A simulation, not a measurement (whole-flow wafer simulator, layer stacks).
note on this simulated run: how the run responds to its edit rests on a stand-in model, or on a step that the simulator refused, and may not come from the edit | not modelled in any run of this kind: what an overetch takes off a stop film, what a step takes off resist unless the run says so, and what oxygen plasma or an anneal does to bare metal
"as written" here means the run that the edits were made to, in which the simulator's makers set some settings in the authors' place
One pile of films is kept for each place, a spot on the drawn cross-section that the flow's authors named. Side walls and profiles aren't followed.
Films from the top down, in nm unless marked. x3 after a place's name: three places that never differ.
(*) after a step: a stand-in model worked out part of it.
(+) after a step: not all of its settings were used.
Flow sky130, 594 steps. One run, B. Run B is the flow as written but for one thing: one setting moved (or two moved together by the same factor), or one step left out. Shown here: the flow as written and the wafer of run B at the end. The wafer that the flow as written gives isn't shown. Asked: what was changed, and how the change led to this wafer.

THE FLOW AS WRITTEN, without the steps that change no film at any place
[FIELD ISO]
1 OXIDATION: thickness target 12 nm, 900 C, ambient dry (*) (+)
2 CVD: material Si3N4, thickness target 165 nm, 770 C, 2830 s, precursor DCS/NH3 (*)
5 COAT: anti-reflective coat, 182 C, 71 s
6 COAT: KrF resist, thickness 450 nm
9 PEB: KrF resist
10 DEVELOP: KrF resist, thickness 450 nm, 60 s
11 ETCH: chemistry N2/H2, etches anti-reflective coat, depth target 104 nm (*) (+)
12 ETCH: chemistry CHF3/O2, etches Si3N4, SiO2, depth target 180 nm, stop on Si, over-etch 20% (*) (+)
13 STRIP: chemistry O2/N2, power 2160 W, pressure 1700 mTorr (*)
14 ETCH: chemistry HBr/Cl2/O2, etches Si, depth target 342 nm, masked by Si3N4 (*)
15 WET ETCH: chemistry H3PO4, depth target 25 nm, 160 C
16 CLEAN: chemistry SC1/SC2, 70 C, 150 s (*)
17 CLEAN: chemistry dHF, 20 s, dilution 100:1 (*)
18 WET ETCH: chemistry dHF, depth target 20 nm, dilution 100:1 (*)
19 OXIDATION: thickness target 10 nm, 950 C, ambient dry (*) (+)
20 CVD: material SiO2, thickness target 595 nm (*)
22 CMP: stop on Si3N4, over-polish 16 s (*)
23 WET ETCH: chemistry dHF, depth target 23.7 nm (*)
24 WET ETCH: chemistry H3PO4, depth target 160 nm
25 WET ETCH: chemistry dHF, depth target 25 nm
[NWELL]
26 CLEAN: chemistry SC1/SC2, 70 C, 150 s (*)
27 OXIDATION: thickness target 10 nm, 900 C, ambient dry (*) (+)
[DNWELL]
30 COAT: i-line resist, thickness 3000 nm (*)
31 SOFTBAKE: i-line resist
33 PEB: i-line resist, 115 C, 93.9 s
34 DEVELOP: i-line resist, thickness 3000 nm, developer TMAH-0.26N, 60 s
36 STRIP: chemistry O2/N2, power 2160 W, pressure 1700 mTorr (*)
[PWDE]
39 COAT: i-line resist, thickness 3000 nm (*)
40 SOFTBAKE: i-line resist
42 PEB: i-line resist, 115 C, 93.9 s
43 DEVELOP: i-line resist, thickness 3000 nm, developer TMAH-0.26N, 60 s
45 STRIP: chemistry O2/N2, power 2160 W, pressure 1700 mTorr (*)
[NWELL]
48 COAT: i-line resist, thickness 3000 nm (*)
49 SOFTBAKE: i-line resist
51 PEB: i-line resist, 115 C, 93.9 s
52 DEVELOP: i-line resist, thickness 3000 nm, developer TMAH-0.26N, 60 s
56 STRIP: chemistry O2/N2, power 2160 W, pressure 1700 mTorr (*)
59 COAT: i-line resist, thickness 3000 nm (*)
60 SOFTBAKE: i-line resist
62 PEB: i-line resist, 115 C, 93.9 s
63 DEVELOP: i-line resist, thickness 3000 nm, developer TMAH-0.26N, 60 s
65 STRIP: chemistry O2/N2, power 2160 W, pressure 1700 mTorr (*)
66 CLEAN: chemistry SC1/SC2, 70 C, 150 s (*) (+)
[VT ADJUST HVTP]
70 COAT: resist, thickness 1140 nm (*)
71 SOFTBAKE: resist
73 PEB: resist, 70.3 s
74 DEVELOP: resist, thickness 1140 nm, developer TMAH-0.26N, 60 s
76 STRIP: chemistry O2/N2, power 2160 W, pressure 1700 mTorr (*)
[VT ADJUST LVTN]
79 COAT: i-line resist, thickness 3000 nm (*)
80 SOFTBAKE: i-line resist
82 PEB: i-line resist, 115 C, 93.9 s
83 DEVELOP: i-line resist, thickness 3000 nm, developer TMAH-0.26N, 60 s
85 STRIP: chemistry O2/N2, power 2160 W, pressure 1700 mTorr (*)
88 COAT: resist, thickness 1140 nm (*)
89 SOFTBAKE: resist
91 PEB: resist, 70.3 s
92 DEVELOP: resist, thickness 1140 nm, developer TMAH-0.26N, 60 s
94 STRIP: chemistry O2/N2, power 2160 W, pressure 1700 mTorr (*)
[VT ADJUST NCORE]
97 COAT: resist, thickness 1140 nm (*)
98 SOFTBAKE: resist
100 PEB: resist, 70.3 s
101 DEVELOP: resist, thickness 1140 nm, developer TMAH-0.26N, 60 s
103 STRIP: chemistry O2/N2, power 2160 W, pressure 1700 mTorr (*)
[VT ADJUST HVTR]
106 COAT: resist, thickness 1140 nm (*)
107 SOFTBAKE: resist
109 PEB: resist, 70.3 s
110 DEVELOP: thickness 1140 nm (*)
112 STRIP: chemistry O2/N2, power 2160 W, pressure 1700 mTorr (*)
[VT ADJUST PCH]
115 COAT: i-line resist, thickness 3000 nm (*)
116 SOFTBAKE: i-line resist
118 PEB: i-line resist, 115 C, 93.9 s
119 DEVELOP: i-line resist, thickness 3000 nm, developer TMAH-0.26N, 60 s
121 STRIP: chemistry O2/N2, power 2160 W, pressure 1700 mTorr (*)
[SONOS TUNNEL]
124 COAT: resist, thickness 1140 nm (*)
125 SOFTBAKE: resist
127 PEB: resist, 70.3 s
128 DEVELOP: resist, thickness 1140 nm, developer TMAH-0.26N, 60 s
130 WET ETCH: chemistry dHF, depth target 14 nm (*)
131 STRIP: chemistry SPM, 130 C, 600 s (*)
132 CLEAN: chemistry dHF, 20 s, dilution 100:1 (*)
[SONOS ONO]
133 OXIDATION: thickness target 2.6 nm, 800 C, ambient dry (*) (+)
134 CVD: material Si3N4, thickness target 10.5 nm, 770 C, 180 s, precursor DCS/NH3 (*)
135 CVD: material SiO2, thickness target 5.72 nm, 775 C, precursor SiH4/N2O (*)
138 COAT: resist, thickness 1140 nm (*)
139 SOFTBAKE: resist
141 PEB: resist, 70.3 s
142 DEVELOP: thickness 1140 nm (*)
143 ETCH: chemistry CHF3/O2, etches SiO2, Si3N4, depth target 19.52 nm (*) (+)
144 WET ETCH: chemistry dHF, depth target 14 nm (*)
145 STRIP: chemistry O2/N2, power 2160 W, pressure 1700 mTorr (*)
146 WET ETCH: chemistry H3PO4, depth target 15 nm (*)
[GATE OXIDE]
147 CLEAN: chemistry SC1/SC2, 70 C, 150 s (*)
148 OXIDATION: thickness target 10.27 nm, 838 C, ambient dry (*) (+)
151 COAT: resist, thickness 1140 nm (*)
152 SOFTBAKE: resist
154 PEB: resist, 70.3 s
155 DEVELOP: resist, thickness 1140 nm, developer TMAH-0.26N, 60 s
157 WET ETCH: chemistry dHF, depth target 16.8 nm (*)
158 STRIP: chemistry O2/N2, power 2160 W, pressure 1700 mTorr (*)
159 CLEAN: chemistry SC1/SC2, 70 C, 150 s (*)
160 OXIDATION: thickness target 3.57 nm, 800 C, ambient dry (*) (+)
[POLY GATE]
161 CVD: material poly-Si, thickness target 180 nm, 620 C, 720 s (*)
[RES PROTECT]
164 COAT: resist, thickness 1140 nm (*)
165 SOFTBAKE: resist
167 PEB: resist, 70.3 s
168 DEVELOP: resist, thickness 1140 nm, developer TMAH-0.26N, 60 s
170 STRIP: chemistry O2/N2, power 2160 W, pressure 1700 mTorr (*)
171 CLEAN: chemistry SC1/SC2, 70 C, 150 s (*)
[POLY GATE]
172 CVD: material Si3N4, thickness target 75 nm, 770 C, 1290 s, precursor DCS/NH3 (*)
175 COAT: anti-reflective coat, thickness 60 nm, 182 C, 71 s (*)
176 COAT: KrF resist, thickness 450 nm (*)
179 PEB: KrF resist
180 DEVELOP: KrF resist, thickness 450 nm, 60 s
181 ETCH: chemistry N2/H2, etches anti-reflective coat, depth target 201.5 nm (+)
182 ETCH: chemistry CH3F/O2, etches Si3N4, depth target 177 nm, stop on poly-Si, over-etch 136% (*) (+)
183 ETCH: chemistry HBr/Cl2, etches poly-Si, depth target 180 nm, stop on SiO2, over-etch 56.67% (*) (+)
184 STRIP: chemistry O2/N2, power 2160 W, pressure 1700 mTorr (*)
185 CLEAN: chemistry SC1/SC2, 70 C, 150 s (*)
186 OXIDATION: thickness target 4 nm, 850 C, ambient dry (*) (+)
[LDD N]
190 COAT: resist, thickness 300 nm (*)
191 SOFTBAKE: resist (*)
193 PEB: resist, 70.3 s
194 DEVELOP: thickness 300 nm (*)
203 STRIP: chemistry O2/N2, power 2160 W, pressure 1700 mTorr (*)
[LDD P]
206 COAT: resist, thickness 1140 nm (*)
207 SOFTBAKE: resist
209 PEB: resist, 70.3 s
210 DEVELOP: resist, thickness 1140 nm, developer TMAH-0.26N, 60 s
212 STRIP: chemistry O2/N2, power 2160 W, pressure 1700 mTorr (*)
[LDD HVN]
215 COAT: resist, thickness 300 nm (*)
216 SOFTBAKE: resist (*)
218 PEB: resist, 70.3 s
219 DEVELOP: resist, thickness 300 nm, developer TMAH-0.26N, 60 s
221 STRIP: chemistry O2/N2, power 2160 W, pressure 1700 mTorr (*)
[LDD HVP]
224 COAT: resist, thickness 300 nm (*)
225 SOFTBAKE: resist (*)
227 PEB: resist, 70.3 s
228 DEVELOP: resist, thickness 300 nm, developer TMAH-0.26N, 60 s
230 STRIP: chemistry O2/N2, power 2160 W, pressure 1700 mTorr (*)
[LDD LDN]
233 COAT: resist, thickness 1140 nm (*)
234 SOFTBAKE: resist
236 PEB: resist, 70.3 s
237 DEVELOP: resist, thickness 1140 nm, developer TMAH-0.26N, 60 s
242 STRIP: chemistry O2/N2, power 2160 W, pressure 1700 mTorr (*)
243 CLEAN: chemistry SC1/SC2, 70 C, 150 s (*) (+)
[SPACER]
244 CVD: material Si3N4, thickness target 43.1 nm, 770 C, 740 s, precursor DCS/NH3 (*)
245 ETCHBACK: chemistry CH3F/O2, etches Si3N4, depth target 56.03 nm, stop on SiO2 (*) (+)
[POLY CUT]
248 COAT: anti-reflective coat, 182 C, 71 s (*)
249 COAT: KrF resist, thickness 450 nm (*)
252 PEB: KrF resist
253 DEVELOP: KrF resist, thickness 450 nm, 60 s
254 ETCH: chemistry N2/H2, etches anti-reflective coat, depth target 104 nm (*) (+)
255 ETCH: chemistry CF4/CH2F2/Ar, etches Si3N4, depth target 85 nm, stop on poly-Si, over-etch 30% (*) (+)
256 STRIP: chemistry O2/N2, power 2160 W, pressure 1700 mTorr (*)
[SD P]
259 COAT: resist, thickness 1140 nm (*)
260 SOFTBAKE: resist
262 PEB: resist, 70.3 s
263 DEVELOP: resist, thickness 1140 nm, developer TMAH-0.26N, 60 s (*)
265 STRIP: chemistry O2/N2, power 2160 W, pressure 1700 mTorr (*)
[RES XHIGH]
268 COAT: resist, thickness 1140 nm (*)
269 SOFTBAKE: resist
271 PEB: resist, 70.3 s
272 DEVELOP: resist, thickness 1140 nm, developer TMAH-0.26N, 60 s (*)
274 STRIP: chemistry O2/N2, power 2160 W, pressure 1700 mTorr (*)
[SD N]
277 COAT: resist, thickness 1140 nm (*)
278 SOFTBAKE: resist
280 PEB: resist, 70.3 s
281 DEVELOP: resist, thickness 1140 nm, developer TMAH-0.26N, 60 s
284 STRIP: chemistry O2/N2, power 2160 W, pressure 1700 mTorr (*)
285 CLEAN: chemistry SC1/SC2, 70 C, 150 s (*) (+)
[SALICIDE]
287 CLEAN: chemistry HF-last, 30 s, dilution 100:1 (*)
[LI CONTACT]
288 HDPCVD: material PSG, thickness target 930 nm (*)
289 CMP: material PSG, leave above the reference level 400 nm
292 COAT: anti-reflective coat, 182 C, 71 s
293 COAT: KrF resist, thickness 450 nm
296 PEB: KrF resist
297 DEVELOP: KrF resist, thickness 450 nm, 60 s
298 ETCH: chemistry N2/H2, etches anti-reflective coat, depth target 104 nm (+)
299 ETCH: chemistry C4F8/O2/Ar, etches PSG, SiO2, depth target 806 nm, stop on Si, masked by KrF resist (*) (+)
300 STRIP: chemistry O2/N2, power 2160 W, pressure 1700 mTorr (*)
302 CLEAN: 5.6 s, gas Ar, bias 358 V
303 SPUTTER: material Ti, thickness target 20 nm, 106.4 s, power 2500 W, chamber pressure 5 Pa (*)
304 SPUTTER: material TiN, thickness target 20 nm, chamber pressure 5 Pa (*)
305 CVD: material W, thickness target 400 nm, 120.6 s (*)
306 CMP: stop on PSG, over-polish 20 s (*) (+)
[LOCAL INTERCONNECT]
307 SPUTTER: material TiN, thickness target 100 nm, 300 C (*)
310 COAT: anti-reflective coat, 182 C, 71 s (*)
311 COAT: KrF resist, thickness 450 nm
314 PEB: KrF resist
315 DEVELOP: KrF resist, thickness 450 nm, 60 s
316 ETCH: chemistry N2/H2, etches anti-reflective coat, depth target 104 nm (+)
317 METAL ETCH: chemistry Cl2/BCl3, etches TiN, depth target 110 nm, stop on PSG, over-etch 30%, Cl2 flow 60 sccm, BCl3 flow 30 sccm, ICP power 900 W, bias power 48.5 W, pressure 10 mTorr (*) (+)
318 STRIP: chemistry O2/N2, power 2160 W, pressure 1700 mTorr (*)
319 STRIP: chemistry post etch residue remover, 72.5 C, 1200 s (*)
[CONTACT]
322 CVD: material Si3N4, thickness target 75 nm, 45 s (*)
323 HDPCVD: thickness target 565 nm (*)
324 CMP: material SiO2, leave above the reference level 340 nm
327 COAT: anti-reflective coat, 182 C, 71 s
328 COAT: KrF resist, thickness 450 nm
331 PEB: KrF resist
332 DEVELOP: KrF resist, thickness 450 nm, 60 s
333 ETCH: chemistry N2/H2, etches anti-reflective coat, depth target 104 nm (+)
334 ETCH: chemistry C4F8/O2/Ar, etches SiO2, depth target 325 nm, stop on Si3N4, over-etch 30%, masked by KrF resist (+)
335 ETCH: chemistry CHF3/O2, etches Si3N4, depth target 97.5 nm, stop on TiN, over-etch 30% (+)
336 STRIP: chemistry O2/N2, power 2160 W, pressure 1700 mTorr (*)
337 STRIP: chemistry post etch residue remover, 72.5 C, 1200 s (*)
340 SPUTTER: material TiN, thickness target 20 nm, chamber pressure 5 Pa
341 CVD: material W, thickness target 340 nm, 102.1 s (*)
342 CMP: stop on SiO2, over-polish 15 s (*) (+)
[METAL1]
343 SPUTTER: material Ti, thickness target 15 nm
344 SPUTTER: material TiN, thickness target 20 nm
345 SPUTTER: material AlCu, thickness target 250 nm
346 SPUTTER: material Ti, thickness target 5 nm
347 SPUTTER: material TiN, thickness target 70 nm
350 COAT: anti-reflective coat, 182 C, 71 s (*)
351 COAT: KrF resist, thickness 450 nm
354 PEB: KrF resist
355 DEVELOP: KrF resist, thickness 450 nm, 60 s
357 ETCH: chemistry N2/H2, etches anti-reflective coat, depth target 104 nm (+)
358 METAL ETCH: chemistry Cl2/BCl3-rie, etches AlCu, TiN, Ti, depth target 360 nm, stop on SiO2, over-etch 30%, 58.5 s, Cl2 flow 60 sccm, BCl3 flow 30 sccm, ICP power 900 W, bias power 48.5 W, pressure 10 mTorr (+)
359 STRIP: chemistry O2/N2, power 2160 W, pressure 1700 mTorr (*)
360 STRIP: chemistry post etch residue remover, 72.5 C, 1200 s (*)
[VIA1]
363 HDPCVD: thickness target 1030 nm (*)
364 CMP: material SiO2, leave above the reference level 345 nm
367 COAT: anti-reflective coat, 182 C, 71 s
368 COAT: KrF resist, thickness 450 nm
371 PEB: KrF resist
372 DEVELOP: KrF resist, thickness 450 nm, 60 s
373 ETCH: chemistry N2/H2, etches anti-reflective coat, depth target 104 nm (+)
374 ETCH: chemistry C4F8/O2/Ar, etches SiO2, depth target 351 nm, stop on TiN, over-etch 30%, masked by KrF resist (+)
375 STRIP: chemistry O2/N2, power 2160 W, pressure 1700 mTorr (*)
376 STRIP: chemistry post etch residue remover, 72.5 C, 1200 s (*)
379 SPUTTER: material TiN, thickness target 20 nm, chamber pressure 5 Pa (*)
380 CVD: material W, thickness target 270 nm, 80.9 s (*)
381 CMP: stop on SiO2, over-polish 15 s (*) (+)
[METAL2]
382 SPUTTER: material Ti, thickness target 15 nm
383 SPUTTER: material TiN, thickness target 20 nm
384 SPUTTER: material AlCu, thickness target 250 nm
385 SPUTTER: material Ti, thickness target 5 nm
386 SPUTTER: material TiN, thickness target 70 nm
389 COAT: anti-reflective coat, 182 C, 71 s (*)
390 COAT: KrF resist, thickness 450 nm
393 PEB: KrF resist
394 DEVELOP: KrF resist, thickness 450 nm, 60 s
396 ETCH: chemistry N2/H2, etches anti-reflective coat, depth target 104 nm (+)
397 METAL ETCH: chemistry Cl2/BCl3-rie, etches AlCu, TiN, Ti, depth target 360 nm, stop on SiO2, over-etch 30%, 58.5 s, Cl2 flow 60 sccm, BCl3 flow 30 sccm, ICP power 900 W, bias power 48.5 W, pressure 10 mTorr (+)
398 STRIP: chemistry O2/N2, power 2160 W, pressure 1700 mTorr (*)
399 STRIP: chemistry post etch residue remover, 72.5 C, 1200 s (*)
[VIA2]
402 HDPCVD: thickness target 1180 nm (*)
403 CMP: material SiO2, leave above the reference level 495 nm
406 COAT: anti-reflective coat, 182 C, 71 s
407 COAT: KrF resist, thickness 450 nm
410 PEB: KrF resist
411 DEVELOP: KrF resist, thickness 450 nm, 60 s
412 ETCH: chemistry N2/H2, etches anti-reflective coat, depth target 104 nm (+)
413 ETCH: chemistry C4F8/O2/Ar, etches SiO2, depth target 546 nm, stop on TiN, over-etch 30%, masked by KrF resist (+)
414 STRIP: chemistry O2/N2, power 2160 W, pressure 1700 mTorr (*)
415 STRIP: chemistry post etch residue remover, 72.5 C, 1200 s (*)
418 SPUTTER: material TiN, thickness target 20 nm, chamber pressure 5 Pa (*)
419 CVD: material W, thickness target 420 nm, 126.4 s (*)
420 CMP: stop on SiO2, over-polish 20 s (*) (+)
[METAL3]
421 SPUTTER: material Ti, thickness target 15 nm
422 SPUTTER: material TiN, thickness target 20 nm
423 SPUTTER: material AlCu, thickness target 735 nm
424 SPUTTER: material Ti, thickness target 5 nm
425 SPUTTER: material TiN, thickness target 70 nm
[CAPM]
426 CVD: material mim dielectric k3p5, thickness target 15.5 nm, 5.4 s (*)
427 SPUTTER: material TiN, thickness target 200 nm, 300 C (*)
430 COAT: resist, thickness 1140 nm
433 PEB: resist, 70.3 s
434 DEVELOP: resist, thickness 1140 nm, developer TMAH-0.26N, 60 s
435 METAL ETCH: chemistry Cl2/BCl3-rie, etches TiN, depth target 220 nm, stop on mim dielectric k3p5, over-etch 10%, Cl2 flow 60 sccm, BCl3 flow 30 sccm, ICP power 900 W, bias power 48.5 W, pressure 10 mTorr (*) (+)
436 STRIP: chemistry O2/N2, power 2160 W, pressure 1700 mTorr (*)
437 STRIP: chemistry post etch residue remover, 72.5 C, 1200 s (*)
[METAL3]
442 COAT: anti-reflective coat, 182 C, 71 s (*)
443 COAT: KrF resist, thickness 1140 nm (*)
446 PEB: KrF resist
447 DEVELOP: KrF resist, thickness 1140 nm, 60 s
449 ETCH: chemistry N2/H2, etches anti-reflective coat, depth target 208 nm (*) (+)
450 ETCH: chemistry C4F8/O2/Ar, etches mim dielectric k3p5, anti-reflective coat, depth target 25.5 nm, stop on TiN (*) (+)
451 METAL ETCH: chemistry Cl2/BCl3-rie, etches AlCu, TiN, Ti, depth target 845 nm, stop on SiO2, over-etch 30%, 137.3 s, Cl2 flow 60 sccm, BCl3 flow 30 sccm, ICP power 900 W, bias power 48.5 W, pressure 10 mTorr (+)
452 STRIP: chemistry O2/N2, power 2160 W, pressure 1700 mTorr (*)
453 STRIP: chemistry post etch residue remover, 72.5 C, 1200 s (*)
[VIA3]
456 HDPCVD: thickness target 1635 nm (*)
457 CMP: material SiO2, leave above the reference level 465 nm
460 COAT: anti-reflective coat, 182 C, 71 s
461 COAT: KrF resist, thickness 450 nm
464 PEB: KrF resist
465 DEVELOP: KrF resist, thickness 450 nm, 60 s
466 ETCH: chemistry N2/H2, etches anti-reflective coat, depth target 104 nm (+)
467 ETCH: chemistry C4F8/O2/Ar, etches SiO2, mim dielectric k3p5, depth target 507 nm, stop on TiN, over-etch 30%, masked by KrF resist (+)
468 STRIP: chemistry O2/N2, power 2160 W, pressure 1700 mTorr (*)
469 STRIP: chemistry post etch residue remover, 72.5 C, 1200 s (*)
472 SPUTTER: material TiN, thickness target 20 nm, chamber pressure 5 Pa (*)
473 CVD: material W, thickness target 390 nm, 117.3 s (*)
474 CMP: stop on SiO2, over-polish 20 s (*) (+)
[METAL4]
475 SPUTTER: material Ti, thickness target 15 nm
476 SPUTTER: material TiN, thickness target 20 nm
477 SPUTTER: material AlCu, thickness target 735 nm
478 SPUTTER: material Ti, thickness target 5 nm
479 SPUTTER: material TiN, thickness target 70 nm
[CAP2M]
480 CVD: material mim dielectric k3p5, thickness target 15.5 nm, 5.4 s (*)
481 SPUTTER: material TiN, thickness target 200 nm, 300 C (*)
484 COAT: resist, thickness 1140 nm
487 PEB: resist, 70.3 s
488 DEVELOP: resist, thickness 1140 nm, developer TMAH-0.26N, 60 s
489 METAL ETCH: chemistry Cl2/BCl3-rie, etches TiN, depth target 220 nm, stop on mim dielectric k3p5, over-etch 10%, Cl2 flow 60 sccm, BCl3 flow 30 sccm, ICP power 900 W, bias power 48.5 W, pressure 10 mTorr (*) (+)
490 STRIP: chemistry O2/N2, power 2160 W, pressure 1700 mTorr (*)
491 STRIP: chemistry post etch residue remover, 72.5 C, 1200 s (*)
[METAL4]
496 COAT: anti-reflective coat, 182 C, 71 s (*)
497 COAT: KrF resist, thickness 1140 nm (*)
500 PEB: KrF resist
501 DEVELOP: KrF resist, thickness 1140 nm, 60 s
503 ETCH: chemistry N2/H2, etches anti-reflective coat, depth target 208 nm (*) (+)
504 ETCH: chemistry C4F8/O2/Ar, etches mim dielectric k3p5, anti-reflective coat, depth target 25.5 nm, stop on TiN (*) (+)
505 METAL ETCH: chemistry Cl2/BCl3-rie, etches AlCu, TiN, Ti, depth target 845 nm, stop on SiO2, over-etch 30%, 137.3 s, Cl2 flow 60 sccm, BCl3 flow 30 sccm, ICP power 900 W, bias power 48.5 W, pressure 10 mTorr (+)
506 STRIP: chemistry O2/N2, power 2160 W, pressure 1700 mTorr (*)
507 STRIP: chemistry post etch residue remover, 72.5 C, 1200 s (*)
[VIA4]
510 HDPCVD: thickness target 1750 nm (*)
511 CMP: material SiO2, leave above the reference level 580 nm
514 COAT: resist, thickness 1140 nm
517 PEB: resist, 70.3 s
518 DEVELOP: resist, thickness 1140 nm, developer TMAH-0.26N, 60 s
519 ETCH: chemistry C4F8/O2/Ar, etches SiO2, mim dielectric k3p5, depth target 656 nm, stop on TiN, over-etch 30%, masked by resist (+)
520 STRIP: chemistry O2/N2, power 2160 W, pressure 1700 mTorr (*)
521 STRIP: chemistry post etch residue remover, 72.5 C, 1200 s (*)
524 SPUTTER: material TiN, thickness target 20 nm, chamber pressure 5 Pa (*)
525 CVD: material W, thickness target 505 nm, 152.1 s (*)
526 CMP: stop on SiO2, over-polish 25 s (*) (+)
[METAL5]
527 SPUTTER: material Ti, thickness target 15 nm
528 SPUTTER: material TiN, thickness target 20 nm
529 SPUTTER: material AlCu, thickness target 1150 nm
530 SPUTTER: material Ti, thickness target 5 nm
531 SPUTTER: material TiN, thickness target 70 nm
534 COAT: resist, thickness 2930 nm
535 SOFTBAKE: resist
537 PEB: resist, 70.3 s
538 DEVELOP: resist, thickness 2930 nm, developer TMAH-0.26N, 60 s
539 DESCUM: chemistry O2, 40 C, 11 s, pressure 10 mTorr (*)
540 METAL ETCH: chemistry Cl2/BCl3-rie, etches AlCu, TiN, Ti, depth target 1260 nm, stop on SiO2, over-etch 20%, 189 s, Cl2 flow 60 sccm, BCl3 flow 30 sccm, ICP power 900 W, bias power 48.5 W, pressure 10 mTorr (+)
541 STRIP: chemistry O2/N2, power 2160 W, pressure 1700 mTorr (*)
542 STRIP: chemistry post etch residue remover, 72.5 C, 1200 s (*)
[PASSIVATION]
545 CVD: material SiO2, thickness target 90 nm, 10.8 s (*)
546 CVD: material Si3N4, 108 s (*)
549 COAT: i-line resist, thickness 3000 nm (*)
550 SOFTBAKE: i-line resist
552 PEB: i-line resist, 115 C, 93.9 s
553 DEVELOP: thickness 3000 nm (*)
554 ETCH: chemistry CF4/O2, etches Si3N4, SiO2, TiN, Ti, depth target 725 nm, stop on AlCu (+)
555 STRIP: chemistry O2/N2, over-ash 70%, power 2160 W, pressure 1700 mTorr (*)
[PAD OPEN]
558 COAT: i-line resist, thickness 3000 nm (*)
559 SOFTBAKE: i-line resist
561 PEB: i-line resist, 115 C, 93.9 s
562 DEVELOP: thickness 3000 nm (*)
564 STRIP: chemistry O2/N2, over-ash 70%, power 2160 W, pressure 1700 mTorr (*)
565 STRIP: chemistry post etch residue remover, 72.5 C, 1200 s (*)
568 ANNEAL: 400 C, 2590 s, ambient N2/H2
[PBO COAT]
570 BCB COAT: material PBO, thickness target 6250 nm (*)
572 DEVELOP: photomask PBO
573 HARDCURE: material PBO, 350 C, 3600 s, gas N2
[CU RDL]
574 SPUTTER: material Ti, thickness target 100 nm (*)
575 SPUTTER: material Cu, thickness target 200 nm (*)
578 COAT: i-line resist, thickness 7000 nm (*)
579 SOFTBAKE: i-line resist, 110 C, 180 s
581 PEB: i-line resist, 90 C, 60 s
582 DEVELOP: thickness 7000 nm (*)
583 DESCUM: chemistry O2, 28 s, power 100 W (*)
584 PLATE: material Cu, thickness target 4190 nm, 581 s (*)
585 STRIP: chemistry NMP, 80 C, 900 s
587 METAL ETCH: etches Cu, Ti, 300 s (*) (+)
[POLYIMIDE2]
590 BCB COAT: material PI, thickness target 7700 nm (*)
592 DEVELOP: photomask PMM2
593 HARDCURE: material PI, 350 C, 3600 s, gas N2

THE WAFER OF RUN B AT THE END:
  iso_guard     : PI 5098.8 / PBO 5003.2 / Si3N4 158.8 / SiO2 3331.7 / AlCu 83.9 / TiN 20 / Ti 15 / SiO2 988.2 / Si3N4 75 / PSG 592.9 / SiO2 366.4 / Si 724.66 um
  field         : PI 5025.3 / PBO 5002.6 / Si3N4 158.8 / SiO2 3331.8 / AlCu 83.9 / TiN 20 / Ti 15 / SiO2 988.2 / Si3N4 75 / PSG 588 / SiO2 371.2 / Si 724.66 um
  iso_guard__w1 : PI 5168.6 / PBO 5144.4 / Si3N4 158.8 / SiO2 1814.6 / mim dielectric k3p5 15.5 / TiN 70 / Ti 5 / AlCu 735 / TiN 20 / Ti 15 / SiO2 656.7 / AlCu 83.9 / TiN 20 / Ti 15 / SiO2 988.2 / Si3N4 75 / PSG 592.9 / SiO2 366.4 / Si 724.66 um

The cause: step 397, METAL ETCH: depth target 180 nm was run, where the flow has depth target 360 nm; step 397, METAL ETCH: 29.2 s was run, where the flow has 58.5 s.

How the change led to this, step by step:
  397 METAL ETCH: chemistry Cl2/BCl3-rie, etches AlCu, TiN, Ti, depth target 360 nm, stop on SiO2, over-etch 30%, 58.5 s, Cl2 flow 60 sccm, BCl3 flow 30 sccm, ICP power 900 W, bias power 48.5 W, pressure 10 mTorr (+)
      field, active, gate and 82 more: TiN -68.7 (all of it), Ti -5 (all of it), AlCu -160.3 (as written it would be: TiN -68.7 (all of it), Ti -5 (all of it), AlCu -250 (all of it), TiN -20 (all of it), Ti -15 (all of it), SiO2 -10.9)
      n_well, p_well, gate_hv and 103 more: KrF resist -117 (as written it would be: KrF resist -234)
  398 STRIP: chemistry O2/N2, power 2160 W, pressure 1700 mTorr (*)
      n_well, p_well, gate_hv and 101 more: KrF resist -260.8 (all of it), anti-reflective coat -80 (all of it) (as written it would be: KrF resist -143.8 (all of it), anti-reflective coat -80 (all of it))
      m1, via1_hole: KrF resist -260.9 (all of it), anti-reflective coat -80.4 (all of it) (as written it would be: KrF resist -143.9 (all of it), anti-reflective coat -80.4 (all of it))
  399 STRIP: chemistry post etch residue remover, 72.5 C, 1200 s (*)
      field, active, gate and 82 more: AlCu -5.72 (as written it would be: nothing)
  402 HDPCVD: thickness target 1180 nm (*)
      field, active, gate and 82 more: SiO2 +1180 (new film) (as written it would be: SiO2 +1180)
  403 CMP: material SiO2, leave above the reference level 495 nm
      field, active, gate and 82 more: SiO2 -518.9 (as written it would be: SiO2 -389.1)
Counting metal films that touch as one body, iso_guard has 1 body; the flow as written gives 0 bodies.
Counting metal films that touch as one body, field has 1 body; the flow as written gives 0 bodies.
Counting metal films that touch as one body, iso_guard__w1 has 2 bodies (between them, from the top down: SiO2 656.7); the flow as written gives 1 body.
